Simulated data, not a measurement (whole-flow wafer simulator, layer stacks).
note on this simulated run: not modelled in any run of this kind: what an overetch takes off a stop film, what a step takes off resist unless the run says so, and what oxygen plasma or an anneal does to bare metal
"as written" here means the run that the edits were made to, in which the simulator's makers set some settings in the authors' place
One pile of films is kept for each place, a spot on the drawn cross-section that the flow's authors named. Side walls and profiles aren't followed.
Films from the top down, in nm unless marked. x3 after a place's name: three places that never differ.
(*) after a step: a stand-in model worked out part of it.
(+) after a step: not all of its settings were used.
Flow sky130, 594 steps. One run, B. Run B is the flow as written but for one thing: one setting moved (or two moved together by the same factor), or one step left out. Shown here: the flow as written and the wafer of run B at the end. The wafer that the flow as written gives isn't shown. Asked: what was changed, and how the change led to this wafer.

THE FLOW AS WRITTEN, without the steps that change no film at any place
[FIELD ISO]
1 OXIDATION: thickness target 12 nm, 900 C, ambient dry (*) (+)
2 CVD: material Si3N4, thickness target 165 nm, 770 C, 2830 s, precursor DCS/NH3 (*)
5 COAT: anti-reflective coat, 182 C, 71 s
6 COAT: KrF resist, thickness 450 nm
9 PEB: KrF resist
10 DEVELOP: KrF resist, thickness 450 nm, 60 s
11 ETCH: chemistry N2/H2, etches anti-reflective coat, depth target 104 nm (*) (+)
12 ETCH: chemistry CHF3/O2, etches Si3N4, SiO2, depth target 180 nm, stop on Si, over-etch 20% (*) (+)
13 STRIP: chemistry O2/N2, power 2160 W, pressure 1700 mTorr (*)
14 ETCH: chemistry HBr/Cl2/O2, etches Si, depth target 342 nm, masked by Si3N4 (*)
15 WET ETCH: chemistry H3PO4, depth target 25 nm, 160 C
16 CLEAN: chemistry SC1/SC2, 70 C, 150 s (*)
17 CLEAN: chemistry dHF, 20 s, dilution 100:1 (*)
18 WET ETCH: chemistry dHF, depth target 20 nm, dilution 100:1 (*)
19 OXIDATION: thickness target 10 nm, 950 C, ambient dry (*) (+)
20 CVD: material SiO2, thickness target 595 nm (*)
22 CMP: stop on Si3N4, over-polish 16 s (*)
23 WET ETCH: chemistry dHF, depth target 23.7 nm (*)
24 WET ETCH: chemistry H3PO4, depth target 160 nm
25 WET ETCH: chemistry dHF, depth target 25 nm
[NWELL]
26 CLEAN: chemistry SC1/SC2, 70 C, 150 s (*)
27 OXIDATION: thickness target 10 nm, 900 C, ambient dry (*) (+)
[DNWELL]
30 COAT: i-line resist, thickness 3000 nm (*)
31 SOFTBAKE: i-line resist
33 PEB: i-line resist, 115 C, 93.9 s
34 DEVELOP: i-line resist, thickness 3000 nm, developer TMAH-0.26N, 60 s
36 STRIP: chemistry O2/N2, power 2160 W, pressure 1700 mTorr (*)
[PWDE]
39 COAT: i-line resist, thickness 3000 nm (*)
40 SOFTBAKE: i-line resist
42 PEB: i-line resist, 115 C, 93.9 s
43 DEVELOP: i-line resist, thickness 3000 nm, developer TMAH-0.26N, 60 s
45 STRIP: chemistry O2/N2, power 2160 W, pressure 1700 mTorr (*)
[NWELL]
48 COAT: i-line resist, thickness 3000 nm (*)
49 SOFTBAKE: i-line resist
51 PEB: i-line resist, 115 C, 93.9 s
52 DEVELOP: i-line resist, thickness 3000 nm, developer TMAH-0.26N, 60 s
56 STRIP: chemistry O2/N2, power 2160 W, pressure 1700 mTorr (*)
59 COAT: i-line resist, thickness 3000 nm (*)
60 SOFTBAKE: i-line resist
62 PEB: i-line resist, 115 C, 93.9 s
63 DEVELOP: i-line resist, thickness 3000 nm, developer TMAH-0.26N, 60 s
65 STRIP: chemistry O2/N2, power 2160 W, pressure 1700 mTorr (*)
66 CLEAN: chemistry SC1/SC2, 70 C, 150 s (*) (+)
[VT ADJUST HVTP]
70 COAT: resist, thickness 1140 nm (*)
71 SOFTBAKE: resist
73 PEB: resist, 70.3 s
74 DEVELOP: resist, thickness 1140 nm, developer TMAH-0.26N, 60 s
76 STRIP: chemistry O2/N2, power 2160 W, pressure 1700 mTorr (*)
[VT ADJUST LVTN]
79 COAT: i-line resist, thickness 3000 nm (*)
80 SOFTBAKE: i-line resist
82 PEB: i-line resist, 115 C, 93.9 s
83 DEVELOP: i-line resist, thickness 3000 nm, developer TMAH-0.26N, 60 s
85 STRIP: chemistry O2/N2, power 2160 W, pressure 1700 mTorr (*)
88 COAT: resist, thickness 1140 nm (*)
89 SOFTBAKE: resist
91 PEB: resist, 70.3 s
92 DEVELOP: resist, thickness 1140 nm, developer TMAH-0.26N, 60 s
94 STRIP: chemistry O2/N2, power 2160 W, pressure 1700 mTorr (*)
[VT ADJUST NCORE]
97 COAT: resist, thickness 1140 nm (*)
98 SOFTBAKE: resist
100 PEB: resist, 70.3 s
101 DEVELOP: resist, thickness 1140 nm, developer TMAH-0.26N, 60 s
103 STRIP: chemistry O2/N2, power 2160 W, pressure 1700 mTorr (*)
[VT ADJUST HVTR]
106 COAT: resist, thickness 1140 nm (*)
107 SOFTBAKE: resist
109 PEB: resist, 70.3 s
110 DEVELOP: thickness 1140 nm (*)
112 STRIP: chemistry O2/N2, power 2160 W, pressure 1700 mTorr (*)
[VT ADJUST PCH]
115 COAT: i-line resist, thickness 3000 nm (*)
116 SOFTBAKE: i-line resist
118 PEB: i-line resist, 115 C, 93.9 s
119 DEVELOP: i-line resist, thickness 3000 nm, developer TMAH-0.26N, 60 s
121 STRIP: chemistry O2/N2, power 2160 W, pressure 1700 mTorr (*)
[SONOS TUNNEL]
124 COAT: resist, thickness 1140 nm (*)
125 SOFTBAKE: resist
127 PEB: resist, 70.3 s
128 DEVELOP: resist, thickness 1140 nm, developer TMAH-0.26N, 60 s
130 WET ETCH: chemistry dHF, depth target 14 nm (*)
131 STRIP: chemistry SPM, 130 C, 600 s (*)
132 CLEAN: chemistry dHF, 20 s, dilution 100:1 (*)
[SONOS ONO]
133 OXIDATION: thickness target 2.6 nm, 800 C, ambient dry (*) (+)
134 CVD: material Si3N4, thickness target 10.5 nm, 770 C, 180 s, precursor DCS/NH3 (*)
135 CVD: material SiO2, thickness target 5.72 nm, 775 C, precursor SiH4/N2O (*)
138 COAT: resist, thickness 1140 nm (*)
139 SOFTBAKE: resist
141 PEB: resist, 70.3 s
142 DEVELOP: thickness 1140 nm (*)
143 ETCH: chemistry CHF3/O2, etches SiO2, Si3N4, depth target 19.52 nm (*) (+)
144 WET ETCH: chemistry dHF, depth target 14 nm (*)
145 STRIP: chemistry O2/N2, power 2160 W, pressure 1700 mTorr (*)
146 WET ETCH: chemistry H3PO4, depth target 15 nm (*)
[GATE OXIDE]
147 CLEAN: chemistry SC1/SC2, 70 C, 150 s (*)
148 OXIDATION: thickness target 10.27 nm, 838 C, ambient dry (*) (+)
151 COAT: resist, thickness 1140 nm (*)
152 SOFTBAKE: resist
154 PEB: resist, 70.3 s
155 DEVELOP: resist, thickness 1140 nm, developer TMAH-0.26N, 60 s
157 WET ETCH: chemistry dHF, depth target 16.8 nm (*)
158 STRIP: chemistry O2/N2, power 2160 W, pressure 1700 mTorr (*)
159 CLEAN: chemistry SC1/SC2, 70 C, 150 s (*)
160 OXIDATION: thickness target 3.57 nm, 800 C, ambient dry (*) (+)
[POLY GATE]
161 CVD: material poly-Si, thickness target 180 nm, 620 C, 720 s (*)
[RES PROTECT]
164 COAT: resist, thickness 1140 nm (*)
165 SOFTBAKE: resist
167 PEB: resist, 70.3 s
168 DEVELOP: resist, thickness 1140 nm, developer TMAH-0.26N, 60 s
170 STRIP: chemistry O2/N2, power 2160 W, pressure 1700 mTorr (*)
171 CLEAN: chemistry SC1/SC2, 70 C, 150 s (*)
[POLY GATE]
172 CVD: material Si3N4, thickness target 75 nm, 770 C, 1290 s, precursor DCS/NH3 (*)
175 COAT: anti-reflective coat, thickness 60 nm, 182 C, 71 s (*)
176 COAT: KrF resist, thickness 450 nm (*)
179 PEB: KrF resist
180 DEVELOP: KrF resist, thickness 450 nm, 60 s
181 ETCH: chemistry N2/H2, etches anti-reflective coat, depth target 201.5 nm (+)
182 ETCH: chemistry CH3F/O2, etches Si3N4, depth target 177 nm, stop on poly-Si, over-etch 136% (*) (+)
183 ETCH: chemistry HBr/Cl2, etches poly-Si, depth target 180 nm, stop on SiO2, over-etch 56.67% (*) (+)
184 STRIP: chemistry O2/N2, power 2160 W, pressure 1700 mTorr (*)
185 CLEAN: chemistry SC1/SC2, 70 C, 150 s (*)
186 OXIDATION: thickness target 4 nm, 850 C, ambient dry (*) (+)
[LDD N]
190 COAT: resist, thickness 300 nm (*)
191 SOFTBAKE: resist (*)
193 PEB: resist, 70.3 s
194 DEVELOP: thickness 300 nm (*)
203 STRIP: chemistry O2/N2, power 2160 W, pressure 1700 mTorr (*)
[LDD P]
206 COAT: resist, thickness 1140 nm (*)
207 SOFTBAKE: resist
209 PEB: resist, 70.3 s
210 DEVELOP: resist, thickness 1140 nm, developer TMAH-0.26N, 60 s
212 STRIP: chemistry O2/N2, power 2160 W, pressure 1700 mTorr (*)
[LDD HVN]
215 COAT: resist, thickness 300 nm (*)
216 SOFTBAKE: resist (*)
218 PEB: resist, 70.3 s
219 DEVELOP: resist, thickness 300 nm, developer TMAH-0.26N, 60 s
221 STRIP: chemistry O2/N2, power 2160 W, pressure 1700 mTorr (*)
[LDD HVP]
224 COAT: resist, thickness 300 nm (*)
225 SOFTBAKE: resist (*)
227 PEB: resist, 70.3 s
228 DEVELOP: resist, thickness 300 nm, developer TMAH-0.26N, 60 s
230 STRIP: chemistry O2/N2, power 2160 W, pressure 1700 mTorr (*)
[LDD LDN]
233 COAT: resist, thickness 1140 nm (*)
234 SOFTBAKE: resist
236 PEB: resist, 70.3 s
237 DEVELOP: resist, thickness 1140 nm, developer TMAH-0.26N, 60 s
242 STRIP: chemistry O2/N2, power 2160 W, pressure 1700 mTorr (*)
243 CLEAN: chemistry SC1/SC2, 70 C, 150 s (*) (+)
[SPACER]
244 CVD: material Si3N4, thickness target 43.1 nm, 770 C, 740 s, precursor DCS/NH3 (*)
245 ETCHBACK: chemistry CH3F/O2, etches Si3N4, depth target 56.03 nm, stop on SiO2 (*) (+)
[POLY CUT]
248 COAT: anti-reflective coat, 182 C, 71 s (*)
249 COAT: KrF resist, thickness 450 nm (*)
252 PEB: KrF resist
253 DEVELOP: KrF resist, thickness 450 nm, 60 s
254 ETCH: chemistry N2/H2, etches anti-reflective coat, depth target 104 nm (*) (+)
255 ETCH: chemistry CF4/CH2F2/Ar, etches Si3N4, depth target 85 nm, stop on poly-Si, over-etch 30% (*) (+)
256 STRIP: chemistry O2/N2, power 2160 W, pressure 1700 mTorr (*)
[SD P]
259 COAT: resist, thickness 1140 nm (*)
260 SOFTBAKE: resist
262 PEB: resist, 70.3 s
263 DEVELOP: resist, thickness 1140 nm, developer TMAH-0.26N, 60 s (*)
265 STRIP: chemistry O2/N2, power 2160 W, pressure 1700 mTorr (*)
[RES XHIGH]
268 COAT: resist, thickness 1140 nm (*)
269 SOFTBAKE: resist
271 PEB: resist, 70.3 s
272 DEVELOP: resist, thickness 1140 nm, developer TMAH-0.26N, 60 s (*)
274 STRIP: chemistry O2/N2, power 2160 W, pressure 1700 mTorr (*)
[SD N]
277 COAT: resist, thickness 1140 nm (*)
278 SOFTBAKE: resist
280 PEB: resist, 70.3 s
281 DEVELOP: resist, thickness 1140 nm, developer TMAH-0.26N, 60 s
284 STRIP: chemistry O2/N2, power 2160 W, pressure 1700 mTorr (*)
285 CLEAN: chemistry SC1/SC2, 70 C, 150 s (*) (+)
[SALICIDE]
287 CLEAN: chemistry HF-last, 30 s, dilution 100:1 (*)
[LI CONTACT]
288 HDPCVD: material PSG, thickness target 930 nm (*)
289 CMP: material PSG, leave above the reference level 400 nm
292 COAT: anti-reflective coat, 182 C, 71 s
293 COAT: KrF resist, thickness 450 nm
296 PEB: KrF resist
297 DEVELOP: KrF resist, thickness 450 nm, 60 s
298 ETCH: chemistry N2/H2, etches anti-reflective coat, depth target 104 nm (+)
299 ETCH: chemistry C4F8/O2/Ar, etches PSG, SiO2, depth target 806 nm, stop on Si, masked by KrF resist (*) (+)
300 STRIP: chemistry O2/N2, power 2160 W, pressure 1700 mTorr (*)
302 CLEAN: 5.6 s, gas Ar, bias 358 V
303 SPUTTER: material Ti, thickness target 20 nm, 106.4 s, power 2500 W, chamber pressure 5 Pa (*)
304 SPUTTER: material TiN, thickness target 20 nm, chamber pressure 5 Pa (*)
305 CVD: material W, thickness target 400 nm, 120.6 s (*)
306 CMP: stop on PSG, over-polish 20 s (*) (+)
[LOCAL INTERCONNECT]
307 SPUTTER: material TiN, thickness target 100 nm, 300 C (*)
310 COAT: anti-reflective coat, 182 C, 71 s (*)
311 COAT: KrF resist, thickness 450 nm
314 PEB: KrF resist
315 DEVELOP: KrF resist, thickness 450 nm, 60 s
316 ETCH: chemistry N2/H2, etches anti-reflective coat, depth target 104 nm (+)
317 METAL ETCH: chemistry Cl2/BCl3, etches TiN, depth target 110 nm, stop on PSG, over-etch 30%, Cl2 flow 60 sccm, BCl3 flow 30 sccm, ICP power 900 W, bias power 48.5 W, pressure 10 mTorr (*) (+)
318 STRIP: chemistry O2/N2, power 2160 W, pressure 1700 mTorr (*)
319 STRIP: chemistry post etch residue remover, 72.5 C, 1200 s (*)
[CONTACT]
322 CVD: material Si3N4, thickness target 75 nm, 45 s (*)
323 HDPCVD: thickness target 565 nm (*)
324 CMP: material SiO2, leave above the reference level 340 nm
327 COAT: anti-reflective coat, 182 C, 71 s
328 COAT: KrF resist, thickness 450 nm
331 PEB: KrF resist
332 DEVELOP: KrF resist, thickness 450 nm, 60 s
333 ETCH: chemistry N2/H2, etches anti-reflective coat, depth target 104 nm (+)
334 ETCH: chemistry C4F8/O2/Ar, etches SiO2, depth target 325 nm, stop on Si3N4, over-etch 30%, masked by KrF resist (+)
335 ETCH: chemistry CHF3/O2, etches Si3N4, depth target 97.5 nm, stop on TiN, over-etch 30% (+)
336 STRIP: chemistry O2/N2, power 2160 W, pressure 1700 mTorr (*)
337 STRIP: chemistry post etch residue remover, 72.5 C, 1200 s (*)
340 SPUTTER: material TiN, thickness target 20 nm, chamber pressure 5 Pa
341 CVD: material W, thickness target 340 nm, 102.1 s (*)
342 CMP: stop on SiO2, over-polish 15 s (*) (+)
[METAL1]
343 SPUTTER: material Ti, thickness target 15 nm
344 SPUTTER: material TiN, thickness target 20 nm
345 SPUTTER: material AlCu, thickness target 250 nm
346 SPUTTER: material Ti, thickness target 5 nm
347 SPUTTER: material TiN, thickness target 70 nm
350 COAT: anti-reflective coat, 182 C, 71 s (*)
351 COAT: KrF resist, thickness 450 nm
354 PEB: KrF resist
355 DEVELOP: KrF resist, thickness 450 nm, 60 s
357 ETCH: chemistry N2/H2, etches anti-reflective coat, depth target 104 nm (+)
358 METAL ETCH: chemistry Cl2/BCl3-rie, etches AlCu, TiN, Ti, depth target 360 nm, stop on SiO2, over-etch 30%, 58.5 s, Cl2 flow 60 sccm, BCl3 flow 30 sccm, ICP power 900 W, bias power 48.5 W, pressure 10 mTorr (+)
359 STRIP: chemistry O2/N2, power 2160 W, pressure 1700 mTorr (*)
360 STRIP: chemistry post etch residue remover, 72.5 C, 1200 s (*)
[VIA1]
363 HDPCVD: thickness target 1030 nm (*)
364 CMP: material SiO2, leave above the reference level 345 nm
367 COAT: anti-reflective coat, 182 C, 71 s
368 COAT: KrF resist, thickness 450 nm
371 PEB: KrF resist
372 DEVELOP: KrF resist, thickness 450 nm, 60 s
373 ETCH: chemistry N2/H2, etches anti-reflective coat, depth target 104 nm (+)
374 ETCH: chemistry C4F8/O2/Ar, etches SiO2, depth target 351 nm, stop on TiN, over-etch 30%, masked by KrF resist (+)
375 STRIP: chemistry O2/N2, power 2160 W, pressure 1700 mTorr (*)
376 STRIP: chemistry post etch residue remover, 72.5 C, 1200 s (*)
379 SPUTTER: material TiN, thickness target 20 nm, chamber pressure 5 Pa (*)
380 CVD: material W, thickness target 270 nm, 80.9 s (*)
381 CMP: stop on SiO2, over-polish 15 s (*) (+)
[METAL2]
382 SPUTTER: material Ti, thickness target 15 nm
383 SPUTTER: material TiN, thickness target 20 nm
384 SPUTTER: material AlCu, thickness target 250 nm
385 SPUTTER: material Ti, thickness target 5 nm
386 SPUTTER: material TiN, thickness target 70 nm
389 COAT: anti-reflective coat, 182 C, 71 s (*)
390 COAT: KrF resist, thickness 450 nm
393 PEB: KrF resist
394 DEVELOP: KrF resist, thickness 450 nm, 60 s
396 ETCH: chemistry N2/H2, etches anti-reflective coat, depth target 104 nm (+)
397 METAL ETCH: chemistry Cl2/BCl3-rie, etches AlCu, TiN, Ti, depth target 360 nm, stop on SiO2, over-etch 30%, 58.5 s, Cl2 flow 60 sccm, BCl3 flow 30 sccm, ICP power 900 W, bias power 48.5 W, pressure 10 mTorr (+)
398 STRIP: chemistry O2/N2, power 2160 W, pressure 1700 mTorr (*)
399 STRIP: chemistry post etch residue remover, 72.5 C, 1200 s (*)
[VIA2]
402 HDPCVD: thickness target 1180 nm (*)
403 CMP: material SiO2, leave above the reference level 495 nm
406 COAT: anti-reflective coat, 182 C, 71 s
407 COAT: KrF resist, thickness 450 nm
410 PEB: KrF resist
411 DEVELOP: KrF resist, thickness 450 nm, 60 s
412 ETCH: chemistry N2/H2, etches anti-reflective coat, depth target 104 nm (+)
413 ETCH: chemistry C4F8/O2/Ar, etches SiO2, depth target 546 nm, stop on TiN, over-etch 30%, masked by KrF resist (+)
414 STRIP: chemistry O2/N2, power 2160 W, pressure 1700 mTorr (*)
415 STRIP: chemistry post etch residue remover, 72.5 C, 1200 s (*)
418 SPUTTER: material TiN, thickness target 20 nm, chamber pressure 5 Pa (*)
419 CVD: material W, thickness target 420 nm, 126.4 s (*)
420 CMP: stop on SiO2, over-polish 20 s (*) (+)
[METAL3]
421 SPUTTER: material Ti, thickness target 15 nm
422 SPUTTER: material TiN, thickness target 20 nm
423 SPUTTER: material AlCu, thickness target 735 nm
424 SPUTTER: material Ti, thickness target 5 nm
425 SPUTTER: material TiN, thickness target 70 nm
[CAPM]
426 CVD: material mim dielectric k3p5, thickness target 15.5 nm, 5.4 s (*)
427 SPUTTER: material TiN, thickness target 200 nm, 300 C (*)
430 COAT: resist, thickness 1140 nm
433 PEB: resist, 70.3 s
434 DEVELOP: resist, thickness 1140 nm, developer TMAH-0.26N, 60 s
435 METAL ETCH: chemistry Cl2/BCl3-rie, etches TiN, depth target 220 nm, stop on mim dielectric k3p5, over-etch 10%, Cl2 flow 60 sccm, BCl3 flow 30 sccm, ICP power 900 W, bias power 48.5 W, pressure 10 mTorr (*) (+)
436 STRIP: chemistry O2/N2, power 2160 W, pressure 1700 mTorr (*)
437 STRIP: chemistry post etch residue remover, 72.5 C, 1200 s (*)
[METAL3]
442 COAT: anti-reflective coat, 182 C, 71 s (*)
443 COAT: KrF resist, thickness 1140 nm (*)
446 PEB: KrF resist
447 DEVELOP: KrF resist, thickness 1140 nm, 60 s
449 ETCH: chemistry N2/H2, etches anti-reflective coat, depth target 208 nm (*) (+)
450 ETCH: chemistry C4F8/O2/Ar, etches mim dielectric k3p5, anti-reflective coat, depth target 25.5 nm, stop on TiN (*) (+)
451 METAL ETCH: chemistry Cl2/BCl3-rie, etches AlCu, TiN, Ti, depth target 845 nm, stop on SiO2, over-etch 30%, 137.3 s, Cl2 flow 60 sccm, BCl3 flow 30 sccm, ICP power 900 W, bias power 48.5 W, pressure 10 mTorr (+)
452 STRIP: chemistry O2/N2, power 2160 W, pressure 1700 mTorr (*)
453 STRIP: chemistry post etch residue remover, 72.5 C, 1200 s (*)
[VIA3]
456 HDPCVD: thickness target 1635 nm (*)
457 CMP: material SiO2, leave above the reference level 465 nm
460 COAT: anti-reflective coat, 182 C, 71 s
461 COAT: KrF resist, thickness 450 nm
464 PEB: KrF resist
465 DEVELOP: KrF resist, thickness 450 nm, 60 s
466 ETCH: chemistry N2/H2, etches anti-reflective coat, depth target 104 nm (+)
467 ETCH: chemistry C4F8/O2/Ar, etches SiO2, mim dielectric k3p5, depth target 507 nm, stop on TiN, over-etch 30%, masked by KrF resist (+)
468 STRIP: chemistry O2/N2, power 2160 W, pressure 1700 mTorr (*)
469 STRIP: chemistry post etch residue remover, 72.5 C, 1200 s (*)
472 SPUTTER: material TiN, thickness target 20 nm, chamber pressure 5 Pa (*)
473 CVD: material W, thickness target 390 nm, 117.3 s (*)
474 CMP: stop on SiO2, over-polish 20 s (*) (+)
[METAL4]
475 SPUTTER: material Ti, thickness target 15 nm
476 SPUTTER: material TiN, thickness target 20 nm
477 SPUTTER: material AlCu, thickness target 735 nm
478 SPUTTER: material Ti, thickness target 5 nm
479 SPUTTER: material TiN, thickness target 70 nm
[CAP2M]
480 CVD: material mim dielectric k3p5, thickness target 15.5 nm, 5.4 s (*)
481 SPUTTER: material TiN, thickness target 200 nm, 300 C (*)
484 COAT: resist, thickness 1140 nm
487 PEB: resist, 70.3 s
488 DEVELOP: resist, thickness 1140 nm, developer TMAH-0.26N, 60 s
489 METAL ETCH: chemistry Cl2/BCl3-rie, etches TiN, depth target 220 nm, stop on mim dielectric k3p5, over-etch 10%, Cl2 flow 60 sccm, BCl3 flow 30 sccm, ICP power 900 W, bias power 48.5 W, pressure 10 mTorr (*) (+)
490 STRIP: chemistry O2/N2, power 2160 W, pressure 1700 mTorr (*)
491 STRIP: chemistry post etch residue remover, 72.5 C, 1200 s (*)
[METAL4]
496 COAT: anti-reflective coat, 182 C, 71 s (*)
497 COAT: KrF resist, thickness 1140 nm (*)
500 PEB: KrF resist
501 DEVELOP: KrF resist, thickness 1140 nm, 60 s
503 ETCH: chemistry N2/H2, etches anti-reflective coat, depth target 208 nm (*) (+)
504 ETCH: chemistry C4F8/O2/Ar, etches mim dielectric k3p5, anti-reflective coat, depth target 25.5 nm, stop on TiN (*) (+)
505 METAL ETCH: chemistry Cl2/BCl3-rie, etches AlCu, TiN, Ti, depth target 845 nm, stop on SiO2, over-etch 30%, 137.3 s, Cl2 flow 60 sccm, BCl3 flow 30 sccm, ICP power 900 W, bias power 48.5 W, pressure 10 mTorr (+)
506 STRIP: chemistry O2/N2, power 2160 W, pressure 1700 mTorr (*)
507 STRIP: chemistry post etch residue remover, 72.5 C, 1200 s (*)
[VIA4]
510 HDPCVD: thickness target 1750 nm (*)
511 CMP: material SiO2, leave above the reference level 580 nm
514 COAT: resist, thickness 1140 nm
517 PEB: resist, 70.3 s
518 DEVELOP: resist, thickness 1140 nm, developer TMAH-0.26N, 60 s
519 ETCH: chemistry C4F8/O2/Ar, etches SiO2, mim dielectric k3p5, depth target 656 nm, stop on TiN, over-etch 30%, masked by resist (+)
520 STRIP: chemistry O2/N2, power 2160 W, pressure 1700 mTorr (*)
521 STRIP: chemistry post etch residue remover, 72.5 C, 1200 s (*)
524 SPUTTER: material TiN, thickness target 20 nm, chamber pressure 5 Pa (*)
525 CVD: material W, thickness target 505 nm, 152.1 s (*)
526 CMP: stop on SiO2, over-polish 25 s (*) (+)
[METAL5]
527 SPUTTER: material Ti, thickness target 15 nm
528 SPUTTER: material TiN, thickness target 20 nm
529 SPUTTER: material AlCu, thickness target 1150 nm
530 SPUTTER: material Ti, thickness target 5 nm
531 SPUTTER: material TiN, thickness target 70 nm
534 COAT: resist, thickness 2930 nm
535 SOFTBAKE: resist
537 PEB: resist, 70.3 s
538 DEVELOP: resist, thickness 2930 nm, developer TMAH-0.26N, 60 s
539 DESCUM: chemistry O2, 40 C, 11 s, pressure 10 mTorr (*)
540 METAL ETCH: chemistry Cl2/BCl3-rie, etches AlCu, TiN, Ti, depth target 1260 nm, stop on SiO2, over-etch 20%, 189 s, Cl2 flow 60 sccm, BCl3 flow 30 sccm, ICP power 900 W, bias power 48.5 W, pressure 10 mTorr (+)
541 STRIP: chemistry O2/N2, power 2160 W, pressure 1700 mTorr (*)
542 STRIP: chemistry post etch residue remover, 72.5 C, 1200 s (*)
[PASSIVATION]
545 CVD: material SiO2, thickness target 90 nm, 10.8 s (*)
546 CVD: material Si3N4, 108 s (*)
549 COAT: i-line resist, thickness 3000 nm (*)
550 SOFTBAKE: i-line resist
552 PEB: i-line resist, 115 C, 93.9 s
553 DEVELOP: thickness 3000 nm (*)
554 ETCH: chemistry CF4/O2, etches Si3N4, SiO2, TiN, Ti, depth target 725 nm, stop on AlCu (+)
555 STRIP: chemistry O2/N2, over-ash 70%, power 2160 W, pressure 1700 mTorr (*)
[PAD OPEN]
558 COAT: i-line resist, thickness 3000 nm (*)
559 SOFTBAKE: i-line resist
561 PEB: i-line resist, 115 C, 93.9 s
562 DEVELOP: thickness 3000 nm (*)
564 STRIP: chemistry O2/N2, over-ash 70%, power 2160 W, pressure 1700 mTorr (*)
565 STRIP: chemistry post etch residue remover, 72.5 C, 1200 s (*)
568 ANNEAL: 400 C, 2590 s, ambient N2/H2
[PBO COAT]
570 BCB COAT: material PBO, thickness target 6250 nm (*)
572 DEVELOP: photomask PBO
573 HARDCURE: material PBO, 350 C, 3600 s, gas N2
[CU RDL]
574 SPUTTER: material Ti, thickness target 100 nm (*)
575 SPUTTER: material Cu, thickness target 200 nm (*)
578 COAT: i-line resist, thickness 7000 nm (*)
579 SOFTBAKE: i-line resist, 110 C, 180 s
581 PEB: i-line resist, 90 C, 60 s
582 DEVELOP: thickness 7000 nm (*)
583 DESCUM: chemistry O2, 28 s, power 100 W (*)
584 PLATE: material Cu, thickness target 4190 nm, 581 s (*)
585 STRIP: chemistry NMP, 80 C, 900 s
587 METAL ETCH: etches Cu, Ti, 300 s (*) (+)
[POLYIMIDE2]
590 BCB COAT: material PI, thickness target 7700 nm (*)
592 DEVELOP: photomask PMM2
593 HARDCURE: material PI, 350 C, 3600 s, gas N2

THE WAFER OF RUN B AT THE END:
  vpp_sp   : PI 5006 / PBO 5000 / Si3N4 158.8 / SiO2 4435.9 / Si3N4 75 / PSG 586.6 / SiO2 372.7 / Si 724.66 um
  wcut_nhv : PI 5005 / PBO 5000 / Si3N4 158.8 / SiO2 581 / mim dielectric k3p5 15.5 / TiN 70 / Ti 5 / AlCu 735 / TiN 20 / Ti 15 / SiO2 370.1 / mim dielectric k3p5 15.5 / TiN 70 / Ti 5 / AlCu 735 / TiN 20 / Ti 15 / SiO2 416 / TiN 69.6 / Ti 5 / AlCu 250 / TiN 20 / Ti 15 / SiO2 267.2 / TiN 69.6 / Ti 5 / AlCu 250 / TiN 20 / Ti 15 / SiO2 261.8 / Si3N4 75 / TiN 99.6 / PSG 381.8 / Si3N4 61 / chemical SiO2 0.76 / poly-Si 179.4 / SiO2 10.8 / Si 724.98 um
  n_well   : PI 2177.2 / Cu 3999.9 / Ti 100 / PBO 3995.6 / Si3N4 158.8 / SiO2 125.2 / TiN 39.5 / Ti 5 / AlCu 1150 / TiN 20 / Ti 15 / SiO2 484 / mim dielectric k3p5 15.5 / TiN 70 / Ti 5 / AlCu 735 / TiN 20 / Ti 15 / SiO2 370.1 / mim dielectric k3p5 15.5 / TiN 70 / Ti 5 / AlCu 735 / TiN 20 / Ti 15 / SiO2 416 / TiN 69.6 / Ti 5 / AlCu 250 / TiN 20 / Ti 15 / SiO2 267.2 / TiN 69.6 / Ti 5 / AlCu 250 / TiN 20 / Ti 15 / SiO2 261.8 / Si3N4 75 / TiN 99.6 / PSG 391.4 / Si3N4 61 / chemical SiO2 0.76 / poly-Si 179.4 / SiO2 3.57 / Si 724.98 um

The cause: step 531, SPUTTER: thickness target 39.9 nm was run, where the flow has thickness target 70 nm.

How the change led to this, step by step:
  531 SPUTTER: material TiN, thickness target 70 nm
      field, active, n_well and 190 more: TiN +39.9 (new film) (as written it would be: TiN +70 (new film))
  540 METAL ETCH: chemistry Cl2/BCl3-rie, etches AlCu, TiN, Ti, depth target 1260 nm, stop on SiO2, over-etch 20%, 189 s, Cl2 flow 60 sccm, BCl3 flow 30 sccm, ICP power 900 W, bias power 48.5 W, pressure 10 mTorr (+)
      field, active, gate and 175 more: TiN -39.9 (all of it), Ti -5 (all of it), AlCu -1150 (all of it), TiN -20 (all of it), Ti -15 (all of it), SiO2 -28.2 (as written it would be: TiN -70 (all of it), Ti -5 (all of it), AlCu -1150 (all of it), TiN -20 (all of it), Ti -15 (all of it), SiO2 -25.2)
  550 SOFTBAKE: i-line resist
      gate_p_lvt, iso_guard_hv_nw: i-line resist +20 (as written it would be: i-line resist +20.6)
      gate: i-line resist -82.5 (as written it would be: i-line resist -85.5)
      (and at 55 more places)
  554 ETCH: chemistry CF4/O2, etches Si3N4, SiO2, TiN, Ti, depth target 725 nm, stop on AlCu (+)
      field, active, n_well and 189 more: i-line resist -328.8 (as written it would be: i-line resist -358.9)
      pad: Si3N4 -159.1 (all of it), SiO2 -125.2 (all of it), TiN -39.5 (all of it), Ti -5 (all of it) (as written it would be: Si3N4 -159.1 (all of it), SiO2 -125.2 (all of it), TiN -69.6 (all of it), Ti -5 (all of it))
  555 STRIP: chemistry O2/N2, over-ash 70%, power 2160 W, pressure 1700 mTorr (*)
      n_well, p_well, sd_n, sd_p: i-line resist -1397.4 (all of it) (as written it would be: i-line resist -1340.8 (all of it))
      ndiff_licon_rim, ndiff_licon: i-line resist -1424.7 (all of it) (as written it would be: i-line resist -1368.9 (all of it))
      (and at 7 more places)
  559 SOFTBAKE: i-line resist
      gate_p_lvt, iso_guard_hv_nw: i-line resist +20 (as written it would be: i-line resist +20.6)
      gate: i-line resist -82.5 (as written it would be: i-line resist -85.5)
      (and at 60 more places)
  579 SOFTBAKE: i-line resist, 110 C, 180 s
      m5_stack_ln: i-line resist -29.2 (as written it would be: i-line resist -30)
